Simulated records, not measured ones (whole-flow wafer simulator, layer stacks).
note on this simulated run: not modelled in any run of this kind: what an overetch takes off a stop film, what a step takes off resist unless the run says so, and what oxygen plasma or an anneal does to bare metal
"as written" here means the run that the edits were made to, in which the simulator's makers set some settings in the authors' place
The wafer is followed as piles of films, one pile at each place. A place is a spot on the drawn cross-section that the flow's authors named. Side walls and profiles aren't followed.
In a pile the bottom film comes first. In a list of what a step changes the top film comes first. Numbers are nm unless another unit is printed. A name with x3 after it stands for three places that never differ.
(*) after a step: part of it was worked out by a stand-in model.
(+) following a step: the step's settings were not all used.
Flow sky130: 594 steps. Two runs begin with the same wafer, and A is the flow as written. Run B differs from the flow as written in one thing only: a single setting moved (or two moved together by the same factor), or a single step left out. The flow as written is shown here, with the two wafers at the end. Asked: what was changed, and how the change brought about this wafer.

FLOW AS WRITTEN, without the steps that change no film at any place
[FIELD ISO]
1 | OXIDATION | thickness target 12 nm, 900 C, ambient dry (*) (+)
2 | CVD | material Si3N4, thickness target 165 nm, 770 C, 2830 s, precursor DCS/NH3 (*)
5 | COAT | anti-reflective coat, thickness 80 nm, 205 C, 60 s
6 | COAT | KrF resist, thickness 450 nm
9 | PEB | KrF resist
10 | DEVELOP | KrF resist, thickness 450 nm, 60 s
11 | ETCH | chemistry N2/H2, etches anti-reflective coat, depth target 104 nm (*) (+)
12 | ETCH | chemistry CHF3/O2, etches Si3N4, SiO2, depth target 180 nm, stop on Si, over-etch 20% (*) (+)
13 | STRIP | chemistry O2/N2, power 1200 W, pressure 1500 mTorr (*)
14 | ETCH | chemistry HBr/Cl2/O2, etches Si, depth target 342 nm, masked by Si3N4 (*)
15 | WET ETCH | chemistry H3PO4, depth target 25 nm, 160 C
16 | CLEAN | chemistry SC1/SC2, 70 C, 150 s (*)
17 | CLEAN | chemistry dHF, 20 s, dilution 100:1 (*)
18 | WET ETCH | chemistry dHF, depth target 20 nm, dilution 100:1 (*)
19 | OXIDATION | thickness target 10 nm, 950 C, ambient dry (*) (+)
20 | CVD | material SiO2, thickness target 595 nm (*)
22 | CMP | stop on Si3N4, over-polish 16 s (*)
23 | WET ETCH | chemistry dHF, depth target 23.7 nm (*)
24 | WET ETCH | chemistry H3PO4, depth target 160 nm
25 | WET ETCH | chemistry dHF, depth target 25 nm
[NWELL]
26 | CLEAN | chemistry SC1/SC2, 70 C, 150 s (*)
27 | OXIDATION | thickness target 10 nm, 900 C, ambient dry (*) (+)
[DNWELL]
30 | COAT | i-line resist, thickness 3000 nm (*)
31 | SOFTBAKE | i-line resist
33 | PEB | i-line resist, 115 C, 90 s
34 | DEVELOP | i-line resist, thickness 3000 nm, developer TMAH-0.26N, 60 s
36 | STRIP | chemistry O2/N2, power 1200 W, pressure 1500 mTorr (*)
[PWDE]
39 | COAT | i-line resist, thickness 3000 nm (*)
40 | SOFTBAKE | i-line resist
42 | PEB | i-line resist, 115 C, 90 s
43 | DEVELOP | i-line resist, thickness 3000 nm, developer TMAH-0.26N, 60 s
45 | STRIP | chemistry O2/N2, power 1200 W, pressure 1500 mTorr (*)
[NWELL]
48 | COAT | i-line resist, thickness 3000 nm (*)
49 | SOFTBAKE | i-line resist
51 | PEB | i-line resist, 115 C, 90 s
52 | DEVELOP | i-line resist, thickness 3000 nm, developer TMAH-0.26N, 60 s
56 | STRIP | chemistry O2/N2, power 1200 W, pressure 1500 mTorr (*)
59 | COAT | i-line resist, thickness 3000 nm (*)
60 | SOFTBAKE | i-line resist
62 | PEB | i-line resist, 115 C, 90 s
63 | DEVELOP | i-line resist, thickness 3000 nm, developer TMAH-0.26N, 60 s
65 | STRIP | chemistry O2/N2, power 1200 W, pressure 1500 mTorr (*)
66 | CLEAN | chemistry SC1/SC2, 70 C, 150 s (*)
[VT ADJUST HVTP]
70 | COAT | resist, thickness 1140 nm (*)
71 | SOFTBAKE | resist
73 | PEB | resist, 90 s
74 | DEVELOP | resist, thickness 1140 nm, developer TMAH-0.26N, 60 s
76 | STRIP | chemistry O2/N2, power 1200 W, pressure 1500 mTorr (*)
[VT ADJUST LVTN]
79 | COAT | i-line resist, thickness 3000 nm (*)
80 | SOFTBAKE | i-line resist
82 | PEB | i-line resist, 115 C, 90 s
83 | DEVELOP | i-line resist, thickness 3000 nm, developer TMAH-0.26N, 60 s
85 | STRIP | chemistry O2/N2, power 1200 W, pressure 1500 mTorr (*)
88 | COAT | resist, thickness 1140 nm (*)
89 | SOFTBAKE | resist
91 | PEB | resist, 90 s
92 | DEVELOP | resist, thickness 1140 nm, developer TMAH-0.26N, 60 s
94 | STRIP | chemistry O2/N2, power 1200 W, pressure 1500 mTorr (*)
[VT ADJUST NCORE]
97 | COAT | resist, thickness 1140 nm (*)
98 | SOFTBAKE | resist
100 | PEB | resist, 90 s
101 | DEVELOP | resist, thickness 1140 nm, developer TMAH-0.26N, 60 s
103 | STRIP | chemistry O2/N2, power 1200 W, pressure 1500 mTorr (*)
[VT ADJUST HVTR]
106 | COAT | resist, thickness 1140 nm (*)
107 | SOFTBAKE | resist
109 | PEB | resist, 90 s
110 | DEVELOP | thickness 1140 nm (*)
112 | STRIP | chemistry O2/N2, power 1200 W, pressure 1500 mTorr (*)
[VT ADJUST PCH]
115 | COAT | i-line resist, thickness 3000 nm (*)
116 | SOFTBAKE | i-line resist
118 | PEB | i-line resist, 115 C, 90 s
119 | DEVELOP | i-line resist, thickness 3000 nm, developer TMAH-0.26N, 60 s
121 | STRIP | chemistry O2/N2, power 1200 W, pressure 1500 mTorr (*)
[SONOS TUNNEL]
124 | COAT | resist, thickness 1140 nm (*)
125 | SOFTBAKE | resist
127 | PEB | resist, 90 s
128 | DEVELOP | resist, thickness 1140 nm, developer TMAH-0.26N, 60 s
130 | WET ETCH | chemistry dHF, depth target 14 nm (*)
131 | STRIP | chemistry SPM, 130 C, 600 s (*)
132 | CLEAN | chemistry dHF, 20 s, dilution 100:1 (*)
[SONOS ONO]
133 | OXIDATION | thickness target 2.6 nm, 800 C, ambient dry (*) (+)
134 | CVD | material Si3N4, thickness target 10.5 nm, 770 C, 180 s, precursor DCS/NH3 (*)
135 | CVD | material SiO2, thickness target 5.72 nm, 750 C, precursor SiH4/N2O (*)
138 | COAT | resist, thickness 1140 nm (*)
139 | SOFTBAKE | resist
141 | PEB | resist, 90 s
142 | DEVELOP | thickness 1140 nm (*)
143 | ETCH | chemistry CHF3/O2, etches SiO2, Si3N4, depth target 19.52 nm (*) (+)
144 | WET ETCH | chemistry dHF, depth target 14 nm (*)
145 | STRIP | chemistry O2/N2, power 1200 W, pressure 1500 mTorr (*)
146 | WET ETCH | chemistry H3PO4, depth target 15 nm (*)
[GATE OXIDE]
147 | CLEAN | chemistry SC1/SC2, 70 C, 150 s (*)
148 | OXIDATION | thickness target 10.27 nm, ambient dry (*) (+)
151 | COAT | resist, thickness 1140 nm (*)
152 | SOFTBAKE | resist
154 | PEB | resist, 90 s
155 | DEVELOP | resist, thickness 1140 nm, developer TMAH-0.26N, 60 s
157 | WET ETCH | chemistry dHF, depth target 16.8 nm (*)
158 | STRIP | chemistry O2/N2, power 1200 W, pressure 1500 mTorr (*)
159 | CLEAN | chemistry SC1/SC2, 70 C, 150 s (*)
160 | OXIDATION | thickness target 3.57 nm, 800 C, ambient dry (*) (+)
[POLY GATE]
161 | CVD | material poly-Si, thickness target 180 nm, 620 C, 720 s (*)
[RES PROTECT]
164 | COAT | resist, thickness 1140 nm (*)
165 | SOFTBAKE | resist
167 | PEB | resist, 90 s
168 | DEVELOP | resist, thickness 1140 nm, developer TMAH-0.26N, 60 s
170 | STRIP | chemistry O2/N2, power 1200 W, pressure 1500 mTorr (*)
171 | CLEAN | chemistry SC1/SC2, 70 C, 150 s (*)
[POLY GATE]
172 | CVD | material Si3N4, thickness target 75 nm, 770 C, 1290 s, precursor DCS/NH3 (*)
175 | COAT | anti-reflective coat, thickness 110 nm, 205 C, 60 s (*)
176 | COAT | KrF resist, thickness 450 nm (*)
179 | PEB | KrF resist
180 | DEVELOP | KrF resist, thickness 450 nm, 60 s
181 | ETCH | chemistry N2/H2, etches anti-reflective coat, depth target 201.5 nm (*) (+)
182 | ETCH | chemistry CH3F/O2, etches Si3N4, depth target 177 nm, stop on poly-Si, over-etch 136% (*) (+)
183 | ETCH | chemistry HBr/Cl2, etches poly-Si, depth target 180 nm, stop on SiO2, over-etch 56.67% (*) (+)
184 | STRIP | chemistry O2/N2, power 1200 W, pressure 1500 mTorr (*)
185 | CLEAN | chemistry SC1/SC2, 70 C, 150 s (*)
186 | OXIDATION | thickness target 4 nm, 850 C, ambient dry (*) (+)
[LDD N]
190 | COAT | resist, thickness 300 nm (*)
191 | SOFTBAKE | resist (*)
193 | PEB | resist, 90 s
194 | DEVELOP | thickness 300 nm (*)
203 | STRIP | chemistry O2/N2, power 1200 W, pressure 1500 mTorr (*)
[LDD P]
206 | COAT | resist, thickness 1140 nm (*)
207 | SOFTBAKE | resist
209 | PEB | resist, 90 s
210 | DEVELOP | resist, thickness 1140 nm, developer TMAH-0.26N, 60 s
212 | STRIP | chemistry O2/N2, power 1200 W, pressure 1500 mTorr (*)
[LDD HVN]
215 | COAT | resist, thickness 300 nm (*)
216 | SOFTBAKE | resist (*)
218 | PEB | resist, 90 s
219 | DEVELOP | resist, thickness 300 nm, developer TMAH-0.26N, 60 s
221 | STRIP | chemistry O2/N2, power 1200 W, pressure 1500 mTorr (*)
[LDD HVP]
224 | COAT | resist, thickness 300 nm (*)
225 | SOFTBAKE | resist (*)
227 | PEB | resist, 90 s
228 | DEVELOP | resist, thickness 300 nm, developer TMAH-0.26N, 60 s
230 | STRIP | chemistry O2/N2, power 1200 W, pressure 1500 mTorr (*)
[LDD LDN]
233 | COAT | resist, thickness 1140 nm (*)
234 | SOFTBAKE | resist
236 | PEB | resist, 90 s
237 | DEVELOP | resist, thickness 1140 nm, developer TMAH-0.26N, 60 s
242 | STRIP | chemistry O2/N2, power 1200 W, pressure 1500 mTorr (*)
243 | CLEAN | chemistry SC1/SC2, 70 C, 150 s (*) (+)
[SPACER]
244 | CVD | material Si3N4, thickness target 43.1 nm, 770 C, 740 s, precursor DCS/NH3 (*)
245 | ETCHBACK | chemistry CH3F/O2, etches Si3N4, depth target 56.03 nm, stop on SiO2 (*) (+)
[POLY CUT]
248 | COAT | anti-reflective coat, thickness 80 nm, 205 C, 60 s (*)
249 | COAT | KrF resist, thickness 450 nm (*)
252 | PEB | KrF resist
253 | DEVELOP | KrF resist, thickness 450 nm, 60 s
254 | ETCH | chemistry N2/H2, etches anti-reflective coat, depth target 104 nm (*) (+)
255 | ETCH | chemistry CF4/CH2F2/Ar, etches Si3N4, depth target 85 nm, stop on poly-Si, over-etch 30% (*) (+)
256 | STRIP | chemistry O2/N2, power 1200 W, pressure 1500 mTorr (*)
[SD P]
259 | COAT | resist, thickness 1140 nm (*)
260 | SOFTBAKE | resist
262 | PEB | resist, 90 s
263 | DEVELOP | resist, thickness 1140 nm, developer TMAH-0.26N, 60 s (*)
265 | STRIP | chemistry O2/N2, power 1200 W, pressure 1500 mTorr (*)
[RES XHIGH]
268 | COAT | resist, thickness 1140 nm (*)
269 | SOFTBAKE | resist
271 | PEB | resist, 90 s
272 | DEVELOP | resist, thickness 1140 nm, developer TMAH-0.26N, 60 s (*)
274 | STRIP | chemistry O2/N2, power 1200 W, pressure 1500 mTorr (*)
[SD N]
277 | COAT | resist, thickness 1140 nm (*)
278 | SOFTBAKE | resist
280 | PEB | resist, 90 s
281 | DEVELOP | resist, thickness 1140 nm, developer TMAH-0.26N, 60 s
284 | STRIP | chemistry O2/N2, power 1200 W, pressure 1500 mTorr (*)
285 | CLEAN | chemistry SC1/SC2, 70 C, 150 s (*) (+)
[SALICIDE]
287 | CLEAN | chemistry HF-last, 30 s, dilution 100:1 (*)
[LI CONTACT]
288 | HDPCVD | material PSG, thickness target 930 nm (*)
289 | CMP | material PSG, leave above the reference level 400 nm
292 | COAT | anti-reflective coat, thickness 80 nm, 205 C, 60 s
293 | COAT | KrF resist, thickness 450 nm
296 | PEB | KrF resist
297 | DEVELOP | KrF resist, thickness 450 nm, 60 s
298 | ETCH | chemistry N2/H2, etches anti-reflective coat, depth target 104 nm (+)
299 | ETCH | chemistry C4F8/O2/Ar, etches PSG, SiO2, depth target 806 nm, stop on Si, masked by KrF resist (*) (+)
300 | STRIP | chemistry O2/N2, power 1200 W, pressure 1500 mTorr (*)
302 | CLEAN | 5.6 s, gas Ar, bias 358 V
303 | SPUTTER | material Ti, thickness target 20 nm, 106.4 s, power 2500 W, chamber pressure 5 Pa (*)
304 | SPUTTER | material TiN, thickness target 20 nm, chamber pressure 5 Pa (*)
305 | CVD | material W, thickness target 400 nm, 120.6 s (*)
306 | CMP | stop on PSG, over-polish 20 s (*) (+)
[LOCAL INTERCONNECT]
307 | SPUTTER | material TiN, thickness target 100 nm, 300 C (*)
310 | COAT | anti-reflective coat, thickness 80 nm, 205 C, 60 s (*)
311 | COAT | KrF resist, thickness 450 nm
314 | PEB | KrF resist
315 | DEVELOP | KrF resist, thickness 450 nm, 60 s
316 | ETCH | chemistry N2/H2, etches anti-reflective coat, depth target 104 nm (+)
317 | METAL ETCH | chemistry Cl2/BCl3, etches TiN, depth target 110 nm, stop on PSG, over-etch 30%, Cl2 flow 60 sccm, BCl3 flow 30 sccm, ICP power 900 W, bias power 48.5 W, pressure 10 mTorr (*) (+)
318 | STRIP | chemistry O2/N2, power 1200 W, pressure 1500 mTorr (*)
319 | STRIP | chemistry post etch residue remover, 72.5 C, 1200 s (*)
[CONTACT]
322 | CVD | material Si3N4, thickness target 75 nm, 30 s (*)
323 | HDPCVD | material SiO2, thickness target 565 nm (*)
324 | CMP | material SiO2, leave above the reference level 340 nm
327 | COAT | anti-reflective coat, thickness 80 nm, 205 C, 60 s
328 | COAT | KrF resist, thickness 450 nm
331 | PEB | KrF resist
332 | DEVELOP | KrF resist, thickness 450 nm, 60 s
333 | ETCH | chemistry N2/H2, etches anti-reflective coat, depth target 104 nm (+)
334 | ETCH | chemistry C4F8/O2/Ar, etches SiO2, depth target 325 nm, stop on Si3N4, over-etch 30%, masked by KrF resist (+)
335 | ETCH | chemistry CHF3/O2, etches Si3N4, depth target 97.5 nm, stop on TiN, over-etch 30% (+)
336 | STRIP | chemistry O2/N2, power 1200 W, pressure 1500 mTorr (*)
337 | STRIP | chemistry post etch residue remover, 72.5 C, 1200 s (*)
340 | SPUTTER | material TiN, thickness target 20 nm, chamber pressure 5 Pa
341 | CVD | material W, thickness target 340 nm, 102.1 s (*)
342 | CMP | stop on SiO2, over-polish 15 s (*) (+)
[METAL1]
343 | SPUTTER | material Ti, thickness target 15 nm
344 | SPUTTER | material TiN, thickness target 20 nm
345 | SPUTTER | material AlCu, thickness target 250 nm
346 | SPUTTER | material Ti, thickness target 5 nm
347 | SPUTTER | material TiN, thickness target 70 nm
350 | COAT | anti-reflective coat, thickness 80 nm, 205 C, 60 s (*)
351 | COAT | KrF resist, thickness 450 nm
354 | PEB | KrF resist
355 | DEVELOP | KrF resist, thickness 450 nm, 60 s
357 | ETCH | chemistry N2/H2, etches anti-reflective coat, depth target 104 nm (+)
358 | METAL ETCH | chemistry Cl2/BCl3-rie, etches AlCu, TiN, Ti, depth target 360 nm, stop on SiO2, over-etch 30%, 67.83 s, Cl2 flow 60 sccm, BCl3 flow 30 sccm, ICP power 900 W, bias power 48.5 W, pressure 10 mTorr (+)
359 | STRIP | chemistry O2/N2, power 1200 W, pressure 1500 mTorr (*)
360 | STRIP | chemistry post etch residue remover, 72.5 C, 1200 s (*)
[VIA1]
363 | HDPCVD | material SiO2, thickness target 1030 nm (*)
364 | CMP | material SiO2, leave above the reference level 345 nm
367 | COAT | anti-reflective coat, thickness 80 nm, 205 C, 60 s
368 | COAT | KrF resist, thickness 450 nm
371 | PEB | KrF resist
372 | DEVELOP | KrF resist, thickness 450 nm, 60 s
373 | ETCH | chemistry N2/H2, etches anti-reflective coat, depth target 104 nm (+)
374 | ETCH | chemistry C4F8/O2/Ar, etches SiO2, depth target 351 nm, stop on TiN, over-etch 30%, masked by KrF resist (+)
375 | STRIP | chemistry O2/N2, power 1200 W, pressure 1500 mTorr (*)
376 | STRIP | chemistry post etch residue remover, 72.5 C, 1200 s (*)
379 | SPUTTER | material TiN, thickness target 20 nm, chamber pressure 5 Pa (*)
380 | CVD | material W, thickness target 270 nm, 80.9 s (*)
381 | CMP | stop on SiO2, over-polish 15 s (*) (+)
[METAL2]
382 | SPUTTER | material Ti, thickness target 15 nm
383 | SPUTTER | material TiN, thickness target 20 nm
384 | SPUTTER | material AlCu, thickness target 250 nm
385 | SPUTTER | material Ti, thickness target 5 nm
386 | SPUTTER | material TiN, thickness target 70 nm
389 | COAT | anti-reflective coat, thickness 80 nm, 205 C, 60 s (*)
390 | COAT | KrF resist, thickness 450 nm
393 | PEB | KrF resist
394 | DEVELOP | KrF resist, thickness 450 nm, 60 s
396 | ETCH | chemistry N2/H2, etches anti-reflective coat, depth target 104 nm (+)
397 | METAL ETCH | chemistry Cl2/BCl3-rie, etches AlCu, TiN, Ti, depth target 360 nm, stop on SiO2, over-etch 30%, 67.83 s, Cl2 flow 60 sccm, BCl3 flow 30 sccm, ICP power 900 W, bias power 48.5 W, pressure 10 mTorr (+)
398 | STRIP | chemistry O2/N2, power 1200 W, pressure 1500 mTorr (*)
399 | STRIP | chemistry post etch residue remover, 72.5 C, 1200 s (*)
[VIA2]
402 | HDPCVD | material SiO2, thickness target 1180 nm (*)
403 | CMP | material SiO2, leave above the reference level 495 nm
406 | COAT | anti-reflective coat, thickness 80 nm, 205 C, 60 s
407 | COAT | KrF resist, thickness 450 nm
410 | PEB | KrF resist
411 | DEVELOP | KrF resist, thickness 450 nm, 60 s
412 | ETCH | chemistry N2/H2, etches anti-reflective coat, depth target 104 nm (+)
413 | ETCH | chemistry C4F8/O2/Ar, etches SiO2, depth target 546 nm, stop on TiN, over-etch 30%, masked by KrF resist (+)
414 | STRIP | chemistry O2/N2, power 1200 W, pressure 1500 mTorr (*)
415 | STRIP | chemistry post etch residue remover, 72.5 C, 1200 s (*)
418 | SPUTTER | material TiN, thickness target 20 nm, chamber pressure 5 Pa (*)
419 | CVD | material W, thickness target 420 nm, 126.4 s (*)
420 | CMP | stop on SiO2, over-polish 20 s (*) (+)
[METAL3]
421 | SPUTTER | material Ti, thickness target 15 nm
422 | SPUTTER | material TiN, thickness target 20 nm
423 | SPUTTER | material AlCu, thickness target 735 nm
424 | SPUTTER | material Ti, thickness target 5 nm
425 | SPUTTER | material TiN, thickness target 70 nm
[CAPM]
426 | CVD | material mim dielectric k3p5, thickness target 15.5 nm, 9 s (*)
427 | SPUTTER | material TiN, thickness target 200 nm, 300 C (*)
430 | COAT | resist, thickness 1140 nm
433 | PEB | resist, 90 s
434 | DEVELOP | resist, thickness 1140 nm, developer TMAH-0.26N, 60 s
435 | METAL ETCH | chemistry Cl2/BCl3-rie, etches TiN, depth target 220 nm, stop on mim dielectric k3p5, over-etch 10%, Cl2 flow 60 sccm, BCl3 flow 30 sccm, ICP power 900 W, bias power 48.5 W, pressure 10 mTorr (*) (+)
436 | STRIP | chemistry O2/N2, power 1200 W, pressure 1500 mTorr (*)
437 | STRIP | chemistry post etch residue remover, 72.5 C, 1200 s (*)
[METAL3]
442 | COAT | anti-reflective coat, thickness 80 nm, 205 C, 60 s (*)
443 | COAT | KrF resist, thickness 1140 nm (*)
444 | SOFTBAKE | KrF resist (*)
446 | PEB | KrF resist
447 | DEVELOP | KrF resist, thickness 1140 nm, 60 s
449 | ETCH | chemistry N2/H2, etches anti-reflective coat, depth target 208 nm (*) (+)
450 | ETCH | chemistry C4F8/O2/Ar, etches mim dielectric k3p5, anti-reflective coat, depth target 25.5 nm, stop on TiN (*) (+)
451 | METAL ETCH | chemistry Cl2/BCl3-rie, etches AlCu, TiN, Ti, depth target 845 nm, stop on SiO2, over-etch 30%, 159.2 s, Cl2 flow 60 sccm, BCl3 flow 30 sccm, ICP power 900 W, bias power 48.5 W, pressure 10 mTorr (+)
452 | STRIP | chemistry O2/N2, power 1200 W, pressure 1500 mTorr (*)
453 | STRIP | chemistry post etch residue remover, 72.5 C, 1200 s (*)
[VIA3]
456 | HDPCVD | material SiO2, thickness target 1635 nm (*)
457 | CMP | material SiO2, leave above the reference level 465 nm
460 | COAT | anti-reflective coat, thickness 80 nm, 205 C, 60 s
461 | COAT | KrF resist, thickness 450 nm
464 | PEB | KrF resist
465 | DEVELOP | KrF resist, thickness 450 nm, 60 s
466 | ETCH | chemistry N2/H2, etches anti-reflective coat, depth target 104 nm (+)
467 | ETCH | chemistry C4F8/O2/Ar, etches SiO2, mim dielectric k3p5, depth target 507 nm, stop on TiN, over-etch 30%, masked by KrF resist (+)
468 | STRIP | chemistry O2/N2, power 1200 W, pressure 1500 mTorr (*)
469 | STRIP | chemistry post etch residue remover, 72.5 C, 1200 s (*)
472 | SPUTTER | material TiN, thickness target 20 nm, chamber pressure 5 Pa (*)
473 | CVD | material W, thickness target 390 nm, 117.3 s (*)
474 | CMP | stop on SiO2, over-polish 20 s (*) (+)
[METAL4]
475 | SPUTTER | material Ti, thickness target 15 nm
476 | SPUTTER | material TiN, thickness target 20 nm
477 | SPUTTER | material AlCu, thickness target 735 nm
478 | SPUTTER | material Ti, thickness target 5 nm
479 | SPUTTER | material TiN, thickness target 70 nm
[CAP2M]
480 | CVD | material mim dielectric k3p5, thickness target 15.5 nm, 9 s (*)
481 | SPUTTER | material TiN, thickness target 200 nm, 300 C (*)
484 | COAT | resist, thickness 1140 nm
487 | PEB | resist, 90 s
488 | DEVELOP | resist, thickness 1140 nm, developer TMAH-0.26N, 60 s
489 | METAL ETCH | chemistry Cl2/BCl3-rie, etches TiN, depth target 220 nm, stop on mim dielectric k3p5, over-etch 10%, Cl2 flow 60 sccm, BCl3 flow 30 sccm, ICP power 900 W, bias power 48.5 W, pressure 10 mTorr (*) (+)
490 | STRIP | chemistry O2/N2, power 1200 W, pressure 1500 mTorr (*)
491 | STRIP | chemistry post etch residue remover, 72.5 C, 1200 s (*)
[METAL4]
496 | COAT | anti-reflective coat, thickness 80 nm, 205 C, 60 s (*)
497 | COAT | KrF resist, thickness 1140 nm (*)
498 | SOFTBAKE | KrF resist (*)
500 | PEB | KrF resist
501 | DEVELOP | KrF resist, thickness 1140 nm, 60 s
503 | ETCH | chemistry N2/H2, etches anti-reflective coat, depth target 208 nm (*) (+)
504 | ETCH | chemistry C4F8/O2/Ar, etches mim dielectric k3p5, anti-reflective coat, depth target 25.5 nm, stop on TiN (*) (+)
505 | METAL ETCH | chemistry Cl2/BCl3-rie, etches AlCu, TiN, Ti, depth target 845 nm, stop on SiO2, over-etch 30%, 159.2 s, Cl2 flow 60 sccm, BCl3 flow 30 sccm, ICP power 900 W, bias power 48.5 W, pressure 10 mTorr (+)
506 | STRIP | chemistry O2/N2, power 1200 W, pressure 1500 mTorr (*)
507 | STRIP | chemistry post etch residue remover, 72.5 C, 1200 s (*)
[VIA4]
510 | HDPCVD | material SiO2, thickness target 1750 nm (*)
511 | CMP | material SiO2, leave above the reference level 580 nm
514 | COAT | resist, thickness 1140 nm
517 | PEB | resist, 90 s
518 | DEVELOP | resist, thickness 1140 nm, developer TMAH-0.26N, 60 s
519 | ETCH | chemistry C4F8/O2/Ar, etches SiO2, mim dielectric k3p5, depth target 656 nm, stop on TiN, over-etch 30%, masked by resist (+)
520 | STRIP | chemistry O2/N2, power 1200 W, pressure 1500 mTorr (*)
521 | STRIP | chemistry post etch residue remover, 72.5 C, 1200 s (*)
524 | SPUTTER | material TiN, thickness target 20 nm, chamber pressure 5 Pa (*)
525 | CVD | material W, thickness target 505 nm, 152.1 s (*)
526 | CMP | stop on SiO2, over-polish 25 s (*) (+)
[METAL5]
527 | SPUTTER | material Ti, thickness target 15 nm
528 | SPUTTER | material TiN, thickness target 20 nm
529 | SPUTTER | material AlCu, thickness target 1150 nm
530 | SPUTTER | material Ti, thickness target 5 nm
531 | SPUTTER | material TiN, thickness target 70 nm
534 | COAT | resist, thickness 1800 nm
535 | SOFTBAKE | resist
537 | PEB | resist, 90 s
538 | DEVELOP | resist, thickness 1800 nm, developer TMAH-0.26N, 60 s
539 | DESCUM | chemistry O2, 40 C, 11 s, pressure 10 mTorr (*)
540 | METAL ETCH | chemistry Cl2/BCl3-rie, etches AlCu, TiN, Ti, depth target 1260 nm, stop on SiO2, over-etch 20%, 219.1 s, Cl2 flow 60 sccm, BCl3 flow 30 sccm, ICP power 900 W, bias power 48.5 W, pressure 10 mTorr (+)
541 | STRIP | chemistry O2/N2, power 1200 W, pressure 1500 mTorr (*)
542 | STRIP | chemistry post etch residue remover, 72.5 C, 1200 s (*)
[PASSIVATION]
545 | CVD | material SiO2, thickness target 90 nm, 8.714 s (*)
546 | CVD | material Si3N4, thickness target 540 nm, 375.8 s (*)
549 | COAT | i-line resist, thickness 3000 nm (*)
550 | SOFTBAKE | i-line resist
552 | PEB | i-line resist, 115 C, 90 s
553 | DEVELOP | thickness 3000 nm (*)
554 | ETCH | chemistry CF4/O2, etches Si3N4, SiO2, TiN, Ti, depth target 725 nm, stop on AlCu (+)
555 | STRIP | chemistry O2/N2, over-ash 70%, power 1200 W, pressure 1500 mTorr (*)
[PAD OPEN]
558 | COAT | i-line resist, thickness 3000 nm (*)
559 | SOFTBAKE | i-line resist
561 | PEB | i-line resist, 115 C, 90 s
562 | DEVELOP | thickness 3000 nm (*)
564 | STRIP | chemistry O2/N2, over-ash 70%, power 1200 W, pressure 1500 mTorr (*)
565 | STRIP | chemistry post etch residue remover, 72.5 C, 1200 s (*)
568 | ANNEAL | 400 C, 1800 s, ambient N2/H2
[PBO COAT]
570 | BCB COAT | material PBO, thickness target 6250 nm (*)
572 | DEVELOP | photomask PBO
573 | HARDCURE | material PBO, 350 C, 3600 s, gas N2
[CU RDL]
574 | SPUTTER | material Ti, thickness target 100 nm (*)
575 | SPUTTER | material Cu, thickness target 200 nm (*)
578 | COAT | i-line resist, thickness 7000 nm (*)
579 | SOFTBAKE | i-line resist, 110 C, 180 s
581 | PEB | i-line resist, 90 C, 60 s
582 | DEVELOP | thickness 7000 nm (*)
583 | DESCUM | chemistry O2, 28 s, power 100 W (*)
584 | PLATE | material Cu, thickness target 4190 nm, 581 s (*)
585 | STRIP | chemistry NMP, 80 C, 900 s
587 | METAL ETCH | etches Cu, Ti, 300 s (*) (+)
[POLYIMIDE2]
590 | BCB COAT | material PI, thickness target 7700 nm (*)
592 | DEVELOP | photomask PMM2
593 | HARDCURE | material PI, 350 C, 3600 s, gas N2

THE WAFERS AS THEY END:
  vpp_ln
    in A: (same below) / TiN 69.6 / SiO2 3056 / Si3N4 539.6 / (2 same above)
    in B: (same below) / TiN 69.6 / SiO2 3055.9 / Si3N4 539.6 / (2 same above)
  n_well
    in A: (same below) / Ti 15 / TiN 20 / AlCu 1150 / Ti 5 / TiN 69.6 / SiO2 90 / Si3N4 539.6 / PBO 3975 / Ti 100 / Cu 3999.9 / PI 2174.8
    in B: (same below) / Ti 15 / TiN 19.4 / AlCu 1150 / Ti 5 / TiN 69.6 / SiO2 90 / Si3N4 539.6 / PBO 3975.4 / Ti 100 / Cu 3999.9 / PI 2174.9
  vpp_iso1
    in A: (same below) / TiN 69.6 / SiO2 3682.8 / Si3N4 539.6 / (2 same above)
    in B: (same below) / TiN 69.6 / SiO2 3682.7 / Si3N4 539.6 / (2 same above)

Cause: step 528, SPUTTER: thickness target 19.4 nm was run, whereas the flow has thickness target 20 nm.
The wafer lets one read it off: n_well has TiN 19.4, and step 528 as written asks for 20 nm.

Step by step, how the change led to this:
  528 | SPUTTER | material TiN, thickness target 20 nm
      field, active, n_well and 190 more: A TiN gains 20 (new film) | B TiN gains 19.4 (new film)
  540 | METAL ETCH | chemistry Cl2/BCl3-rie, etches AlCu, TiN, Ti, depth target 1260 nm, stop on SiO2, over-etch 20%, 219.1 s, Cl2 flow 60 sccm, BCl3 flow 30 sccm, ICP power 900 W, bias power 48.5 W, pressure 10 mTorr (+)
      field, active, gate and 175 more: A TiN loses 70 (all of it), Ti loses 5 (all of it), AlCu loses 1150 (all of it), TiN loses 20 (all of it), Ti loses 15 (all of it), SiO2 loses 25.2 | B TiN loses 70 (all of it), Ti loses 5 (all of it), AlCu loses 1150 (all of it), TiN loses 19.4 (all of it), Ti loses 15 (all of it), SiO2 loses 25.3
